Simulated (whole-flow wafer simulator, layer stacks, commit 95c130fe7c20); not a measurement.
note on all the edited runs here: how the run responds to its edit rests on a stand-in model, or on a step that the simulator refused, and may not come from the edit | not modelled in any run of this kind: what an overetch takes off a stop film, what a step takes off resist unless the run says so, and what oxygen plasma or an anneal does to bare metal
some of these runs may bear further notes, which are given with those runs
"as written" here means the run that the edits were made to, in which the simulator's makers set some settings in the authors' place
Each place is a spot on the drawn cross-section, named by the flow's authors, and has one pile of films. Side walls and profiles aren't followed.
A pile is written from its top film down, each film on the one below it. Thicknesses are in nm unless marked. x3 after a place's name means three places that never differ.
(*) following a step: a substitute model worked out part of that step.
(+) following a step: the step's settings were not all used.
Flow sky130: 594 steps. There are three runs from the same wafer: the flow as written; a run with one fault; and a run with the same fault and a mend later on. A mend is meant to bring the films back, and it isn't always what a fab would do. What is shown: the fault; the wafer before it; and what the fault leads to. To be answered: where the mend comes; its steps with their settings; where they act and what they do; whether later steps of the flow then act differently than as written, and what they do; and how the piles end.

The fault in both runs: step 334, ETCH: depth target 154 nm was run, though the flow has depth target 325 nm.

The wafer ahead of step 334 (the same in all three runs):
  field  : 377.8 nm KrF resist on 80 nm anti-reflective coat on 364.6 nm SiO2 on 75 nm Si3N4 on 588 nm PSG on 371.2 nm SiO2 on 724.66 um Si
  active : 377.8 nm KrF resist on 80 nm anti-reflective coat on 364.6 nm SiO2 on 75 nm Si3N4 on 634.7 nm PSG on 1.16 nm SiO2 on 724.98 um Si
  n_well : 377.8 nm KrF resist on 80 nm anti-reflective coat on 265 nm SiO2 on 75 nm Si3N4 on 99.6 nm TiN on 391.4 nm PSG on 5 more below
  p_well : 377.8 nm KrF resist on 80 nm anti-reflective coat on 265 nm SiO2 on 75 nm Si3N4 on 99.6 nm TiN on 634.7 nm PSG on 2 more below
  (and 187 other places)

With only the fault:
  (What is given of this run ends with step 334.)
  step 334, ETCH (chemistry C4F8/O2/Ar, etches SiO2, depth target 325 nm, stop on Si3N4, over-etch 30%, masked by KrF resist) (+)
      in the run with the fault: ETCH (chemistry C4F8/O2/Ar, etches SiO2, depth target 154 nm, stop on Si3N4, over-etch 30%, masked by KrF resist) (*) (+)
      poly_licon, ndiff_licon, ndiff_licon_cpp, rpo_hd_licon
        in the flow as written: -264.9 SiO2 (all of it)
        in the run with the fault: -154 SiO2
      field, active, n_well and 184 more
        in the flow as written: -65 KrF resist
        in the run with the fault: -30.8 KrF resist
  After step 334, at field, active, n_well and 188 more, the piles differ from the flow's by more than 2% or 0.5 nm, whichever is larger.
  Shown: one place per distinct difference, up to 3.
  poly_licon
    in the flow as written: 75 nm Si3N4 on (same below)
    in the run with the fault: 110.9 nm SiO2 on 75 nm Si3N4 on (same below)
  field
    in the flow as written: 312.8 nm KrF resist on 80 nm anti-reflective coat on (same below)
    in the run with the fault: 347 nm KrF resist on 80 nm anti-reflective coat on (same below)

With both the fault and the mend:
  After step 334 comes the mend.
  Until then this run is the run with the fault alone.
  step 334a, ETCH (chemistry C4F8/O2/Ar, etches SiO2, depth target 171 nm, stop on Si3N4, over-etch 30%, masked by KrF resist) (+) (the flow's step 334 again, with other settings)
      field, active, n_well and 184 more
        -34.2 KrF resist
      poly_licon, ndiff_licon, ndiff_licon_cpp, rpo_hd_licon
        -110.9 SiO2 (all of it)
  Every later step of the flow that is run acts as written at every place that is followed.
  The piles end the same as the flow's at every place that both follow.
